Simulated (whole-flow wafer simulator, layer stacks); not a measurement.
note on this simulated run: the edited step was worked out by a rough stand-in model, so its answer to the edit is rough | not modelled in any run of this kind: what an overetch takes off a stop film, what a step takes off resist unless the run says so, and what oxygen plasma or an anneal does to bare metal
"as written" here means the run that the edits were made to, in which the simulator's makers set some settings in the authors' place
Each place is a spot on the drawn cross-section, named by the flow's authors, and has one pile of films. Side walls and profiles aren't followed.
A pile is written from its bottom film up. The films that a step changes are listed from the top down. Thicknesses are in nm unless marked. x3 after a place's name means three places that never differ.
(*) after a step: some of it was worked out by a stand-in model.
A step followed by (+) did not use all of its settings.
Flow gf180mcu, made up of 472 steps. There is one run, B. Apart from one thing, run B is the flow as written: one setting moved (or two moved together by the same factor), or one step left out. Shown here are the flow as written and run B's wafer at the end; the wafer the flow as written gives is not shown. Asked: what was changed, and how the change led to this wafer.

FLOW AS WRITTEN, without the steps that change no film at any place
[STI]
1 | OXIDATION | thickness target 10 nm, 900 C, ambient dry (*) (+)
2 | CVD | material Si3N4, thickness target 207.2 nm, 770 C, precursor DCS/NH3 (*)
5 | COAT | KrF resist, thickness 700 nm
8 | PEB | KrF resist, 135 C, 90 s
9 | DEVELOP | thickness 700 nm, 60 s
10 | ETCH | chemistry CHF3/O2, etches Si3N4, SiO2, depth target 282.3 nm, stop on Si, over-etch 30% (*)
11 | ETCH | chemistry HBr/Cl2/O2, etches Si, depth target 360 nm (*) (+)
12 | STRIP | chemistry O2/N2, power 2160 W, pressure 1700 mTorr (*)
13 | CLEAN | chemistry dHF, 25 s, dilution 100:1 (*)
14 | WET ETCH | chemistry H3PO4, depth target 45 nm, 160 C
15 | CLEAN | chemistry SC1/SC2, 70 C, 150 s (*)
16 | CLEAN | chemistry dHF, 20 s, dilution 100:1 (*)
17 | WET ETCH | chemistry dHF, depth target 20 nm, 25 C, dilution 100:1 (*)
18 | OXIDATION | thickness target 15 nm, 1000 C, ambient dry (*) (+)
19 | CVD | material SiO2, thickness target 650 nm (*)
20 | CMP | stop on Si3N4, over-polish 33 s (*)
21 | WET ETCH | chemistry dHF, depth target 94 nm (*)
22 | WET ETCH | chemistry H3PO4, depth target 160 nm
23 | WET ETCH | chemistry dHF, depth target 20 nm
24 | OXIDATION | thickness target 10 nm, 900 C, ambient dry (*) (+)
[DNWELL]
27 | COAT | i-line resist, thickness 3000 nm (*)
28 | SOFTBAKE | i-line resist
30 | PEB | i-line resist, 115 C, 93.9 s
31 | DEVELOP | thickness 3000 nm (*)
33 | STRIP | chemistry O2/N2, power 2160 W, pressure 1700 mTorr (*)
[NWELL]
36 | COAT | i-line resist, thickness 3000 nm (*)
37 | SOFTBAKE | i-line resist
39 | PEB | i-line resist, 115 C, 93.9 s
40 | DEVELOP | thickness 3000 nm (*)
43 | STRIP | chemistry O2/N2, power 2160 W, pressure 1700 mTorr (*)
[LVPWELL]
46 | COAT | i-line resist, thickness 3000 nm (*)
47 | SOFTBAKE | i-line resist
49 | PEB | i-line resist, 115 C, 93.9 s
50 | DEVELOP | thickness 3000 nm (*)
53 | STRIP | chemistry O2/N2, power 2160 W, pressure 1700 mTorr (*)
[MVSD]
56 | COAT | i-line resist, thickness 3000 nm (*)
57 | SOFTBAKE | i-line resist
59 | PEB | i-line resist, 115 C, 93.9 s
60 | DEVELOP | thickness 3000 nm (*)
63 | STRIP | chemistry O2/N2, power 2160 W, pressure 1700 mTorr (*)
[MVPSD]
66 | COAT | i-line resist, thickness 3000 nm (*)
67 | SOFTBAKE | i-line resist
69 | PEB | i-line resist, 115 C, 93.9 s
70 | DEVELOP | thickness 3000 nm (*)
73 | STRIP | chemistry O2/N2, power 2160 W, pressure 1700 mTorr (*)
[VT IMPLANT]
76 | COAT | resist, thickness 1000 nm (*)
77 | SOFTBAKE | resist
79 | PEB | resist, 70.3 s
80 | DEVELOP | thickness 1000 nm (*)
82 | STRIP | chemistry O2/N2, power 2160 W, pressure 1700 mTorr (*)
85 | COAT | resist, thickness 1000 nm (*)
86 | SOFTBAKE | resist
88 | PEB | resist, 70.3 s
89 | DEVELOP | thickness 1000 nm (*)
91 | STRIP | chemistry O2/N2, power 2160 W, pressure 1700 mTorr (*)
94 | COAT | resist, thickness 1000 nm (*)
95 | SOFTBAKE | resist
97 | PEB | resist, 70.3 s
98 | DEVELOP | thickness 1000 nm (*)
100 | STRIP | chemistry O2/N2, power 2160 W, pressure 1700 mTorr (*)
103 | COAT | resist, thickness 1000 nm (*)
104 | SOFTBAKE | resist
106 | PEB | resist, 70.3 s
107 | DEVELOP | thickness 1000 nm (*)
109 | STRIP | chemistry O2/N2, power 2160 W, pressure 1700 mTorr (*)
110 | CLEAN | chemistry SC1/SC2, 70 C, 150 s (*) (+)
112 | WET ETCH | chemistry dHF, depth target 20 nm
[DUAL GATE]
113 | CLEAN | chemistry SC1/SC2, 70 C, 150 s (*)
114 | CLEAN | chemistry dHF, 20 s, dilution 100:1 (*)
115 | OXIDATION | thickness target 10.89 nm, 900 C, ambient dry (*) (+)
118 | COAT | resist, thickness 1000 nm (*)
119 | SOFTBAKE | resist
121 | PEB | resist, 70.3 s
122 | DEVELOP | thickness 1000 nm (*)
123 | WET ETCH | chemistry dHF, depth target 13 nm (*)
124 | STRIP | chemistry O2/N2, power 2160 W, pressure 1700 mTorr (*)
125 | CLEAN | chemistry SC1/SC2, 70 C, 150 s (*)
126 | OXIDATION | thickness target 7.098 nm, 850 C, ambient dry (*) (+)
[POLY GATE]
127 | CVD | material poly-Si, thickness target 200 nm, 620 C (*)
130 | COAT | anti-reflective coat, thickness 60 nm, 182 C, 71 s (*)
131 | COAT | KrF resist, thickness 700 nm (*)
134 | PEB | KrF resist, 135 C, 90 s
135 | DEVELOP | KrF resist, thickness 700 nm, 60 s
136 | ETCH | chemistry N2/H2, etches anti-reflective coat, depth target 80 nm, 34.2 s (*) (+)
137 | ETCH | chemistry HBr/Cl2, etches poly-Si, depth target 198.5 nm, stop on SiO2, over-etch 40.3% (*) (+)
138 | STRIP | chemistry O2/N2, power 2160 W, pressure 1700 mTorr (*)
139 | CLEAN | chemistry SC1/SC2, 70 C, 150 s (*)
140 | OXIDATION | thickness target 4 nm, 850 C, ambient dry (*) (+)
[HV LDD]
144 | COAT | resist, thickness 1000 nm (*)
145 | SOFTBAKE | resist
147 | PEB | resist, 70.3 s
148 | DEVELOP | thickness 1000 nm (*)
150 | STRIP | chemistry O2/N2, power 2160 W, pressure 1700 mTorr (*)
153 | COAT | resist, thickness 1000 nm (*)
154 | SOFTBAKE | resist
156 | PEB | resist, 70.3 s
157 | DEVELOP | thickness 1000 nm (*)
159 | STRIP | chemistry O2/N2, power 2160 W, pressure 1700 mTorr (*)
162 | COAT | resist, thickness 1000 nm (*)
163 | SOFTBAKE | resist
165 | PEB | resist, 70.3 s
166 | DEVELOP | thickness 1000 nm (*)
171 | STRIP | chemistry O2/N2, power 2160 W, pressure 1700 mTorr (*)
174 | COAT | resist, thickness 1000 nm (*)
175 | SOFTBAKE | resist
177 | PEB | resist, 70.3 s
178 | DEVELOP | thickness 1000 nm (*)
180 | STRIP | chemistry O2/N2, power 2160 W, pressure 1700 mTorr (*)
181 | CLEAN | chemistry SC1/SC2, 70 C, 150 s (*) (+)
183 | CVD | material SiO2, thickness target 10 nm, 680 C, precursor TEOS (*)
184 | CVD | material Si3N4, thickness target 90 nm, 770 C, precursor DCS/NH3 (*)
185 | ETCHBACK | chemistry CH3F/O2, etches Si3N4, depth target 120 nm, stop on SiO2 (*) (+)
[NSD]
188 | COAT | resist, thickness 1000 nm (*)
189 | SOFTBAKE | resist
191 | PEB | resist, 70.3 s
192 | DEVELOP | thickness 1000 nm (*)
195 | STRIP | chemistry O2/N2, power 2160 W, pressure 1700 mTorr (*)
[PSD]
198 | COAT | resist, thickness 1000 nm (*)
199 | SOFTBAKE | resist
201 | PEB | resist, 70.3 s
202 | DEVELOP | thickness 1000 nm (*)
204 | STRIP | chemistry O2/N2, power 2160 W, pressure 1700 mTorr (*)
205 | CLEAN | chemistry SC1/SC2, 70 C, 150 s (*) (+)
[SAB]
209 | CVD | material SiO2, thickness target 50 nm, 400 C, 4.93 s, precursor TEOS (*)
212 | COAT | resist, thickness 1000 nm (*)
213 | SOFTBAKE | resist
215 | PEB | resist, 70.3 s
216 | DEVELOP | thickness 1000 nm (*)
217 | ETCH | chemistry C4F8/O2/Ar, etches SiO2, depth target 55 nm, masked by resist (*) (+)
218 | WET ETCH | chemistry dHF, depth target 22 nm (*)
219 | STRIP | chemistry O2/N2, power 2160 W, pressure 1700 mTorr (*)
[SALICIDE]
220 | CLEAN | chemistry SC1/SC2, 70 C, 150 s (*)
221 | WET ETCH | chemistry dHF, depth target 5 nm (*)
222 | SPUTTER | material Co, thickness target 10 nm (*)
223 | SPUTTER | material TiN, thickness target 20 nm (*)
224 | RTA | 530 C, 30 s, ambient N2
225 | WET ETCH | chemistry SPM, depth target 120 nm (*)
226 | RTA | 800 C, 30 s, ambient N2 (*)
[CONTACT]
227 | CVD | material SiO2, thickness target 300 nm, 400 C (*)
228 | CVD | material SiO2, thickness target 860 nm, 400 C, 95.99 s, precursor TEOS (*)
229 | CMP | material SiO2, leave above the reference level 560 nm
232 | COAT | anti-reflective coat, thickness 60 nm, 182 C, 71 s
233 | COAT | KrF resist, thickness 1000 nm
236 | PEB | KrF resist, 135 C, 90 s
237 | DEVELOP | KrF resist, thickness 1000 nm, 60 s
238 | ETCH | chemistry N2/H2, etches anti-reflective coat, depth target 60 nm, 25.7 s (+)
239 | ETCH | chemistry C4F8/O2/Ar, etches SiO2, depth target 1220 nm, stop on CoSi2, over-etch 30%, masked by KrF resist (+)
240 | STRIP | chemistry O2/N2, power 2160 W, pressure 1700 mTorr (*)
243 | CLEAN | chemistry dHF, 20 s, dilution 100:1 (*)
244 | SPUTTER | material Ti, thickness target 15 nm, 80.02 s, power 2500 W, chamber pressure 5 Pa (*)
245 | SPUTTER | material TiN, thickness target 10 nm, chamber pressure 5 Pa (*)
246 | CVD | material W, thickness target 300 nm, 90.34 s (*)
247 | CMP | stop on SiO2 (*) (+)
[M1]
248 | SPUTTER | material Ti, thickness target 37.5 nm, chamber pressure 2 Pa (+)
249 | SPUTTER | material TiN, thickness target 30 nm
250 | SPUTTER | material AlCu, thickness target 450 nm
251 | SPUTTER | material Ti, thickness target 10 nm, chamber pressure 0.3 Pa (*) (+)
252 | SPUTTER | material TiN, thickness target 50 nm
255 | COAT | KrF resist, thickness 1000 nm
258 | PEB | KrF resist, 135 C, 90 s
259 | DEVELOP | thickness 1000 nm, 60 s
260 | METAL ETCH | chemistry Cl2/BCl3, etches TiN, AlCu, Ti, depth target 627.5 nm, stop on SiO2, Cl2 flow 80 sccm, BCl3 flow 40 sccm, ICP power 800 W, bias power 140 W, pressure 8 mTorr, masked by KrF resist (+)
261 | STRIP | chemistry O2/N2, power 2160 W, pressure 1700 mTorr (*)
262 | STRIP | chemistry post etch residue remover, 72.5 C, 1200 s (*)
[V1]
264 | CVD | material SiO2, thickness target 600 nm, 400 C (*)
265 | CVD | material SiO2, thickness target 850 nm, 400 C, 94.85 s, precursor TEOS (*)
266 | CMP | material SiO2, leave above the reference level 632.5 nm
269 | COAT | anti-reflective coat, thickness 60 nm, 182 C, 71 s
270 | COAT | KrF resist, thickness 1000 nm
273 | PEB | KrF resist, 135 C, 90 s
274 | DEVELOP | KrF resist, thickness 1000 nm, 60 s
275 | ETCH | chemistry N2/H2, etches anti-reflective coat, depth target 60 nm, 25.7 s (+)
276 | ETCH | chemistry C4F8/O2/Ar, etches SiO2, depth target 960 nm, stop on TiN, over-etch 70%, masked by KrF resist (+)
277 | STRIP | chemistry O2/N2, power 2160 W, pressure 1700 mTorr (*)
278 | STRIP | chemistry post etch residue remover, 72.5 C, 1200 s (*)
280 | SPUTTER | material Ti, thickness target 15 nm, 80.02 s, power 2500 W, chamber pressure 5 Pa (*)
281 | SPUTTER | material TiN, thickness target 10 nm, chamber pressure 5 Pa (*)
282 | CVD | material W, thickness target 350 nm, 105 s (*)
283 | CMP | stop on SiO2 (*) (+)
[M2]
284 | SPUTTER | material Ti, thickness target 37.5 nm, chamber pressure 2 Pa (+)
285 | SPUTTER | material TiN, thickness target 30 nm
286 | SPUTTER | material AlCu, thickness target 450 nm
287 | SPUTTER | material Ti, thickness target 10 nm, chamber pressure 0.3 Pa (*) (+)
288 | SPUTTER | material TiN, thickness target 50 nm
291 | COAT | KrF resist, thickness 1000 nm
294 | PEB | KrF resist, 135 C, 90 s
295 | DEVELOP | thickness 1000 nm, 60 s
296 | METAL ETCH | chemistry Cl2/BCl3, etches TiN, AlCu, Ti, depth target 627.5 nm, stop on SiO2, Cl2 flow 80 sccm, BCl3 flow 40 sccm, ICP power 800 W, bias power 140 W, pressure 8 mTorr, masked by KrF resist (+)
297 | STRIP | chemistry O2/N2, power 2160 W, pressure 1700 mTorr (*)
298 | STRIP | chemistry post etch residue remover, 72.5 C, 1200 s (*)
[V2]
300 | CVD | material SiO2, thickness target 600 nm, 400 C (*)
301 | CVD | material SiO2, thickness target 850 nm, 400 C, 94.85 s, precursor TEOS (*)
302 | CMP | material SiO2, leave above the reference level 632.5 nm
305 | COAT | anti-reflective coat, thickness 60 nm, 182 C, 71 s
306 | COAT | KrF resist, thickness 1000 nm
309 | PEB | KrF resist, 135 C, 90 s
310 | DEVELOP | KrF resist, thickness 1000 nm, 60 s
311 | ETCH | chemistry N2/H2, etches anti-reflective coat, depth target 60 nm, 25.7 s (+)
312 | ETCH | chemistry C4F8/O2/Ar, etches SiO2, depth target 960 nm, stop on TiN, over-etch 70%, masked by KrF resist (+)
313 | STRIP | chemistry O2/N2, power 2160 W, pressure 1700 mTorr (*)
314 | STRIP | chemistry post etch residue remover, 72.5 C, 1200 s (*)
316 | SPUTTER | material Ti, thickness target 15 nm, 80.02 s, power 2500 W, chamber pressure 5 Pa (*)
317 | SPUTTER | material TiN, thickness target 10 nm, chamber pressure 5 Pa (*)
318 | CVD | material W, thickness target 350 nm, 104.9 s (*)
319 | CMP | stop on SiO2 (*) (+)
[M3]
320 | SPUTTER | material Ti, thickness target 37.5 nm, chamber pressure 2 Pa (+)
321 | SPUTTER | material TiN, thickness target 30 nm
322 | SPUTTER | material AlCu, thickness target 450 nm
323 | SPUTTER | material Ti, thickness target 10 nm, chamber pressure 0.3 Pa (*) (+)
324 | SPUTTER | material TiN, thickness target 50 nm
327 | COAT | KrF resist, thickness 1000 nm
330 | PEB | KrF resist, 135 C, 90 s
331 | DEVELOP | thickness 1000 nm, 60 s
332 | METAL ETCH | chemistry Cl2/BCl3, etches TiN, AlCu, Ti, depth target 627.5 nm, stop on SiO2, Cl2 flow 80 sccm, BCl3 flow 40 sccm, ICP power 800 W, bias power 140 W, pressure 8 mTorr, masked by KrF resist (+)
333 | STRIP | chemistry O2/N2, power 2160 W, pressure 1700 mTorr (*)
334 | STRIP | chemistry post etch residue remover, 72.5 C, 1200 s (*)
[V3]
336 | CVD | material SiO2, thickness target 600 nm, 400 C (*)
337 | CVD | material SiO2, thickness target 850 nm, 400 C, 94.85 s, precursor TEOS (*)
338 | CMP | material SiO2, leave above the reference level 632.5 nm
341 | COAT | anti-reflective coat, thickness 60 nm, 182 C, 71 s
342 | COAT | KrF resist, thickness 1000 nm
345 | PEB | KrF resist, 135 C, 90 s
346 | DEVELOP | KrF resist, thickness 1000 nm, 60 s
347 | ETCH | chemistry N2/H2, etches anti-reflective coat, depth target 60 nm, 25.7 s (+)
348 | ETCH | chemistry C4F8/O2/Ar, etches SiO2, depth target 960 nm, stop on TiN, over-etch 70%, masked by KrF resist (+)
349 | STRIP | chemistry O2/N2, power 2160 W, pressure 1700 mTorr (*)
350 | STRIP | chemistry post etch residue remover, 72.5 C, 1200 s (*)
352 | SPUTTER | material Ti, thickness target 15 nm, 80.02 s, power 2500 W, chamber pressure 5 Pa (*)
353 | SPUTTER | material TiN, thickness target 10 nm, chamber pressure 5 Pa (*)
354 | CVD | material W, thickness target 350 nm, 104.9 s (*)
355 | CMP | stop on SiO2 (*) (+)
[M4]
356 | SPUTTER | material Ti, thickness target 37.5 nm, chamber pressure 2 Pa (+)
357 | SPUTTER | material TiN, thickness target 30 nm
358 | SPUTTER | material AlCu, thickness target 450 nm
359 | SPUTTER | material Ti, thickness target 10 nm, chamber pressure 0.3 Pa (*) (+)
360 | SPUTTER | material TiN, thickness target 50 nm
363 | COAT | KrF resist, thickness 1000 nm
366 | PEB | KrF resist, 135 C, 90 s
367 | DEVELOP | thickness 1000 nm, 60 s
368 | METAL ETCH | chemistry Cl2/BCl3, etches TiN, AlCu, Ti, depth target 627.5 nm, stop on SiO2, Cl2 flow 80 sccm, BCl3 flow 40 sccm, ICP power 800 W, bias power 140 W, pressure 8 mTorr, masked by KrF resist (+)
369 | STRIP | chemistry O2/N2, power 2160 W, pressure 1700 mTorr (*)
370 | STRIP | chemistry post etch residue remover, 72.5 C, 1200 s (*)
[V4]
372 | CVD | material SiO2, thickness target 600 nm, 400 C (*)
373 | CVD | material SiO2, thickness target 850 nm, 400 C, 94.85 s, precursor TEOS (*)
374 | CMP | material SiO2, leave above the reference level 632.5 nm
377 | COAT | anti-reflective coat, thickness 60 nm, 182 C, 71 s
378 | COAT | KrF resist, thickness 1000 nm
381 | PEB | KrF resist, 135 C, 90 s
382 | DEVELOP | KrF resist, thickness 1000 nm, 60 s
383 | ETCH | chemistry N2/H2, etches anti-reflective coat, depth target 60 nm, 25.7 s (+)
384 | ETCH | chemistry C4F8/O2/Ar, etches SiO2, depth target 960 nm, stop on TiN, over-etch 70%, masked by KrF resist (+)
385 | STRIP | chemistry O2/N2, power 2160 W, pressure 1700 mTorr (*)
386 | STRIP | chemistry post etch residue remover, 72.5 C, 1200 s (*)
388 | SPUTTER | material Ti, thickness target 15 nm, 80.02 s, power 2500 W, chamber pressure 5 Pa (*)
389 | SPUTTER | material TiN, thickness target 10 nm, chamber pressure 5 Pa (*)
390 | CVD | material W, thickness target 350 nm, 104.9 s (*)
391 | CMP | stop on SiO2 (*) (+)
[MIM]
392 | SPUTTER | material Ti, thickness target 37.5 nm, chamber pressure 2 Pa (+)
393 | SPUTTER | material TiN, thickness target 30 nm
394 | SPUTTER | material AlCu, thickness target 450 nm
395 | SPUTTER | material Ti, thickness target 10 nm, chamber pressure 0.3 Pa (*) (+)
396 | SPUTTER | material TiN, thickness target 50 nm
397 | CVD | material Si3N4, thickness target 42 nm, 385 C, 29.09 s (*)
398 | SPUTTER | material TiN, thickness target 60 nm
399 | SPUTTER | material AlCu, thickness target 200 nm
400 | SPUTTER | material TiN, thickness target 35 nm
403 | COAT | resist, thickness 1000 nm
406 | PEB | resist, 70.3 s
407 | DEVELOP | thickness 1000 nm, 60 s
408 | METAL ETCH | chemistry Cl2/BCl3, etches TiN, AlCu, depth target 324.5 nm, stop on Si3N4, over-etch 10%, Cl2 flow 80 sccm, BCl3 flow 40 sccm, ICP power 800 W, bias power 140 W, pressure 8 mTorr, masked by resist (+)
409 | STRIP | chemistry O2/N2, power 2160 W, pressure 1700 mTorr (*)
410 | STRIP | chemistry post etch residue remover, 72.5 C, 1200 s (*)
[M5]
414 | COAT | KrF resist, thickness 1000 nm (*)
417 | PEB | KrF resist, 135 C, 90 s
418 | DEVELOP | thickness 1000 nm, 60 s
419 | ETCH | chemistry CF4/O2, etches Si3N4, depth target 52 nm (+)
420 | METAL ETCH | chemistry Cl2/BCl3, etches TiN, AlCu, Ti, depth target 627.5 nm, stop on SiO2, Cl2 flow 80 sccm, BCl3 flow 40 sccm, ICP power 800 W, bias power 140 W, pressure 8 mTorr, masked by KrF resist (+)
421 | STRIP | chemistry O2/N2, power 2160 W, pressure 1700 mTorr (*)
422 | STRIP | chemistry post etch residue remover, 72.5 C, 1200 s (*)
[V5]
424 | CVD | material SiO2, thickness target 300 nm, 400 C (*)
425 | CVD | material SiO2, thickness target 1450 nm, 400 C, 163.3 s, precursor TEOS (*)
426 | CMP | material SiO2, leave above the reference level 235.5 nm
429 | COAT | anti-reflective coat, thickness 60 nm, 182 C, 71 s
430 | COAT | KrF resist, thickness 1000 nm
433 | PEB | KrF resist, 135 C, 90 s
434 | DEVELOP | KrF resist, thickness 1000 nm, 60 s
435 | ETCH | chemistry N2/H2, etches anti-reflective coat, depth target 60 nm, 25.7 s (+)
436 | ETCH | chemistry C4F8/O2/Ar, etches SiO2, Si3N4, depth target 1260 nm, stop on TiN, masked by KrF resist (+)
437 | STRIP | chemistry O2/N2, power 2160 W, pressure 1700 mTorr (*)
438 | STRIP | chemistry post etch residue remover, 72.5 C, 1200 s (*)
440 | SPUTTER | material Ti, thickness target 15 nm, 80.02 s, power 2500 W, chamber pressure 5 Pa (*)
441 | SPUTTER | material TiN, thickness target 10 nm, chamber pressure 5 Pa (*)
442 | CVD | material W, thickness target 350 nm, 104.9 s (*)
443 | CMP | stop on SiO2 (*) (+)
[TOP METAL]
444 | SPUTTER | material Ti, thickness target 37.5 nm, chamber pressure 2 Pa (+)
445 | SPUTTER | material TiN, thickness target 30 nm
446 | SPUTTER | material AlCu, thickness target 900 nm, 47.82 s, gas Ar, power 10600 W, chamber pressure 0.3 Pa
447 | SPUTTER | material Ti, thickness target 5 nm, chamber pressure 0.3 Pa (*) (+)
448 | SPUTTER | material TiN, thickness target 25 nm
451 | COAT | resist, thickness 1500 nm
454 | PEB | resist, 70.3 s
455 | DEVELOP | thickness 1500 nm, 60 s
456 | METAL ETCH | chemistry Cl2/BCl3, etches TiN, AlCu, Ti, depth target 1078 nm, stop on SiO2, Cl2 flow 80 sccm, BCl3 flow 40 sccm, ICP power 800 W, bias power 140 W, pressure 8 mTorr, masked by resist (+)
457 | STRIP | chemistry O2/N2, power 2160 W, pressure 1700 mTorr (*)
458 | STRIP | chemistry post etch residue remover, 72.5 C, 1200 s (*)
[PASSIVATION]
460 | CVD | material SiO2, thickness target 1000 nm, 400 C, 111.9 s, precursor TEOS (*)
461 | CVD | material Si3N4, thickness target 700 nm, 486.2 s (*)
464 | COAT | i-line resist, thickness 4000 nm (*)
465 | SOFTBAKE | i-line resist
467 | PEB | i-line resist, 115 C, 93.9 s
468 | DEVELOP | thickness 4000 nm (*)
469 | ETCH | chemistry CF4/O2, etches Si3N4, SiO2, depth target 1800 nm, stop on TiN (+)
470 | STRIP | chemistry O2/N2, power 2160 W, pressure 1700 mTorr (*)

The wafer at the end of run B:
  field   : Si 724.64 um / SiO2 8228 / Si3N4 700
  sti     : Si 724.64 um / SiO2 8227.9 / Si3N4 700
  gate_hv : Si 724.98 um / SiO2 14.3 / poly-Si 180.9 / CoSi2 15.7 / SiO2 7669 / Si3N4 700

Cause: step 222, SPUTTER: thickness target 4.5 nm was run, while the flow as written has thickness target 10 nm.

Step by step, how the change led to this:
  222 | SPUTTER | material Co, thickness target 10 nm (*)
      field, field__w7, field__w8 and 71 more: Co gains 4.5 (new film) (as written it would have been: Co gains 10 (new film))
      field__w6, field_sub, field_sub__w2: Co gains 4.48 (new film) (as written it would have been: Co gains 9.95 (new film))
      (as well as at 34 more places)
  224 | RTA | 530 C, 30 s, ambient N2
      gate, gate_hv, gate_p and 22 more: under 1 film: CoSi gains 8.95 (new film), Co loses 4.5 (all of it), poly-Si loses 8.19 (as written it would have been: under 1 film: CoSi gains 19.9 (new film), Co loses 10 (all of it), poly-Si loses 18.2)
      active, p_well, sd_n and 11 more: under 1 film: CoSi gains 8.95 (new film), Co loses 4.5 (all of it), Si loses 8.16 (as written it would have been: under 1 film: CoSi gains 19.9 (new film), Co loses 10 (all of it), Si loses 18.1)
      (as well as at 10 more places)
  225 | WET ETCH | chemistry SPM, depth target 120 nm (*)
      field, field__w7, field__w8 and 32 more: TiN loses 20 (all of it), Co loses 4.5 (all of it) (as written it would have been: TiN loses 20 (all of it), Co loses 10 (all of it))
      field__w9, nw_enc_fld_lv__w3: TiN loses 19.1 (all of it), Co loses 4.32 (all of it) (as written it would have been: TiN loses 19.1 (all of it), Co loses 9.6 (all of it))
      (as well as at 25 more places)
  226 | RTA | 800 C, 30 s, ambient N2 (*)
      gate, gate_hv, gate_p and 22 more: CoSi2 gains 15.7 (new film), CoSi loses 8.95 (all of it), poly-Si loses 8.19 (as written it would have been: CoSi2 gains 35 (new film), CoSi loses 19.9 (all of it), poly-Si loses 18.2)
      active, p_well, sd_n and 11 more: CoSi2 gains 15.7 (new film), CoSi loses 8.95 (all of it), Si loses 8.16 (as written it would have been: CoSi2 gains 35 (new film), CoSi loses 19.9 (all of it), Si loses 18.1)
      (as well as at 10 more places)
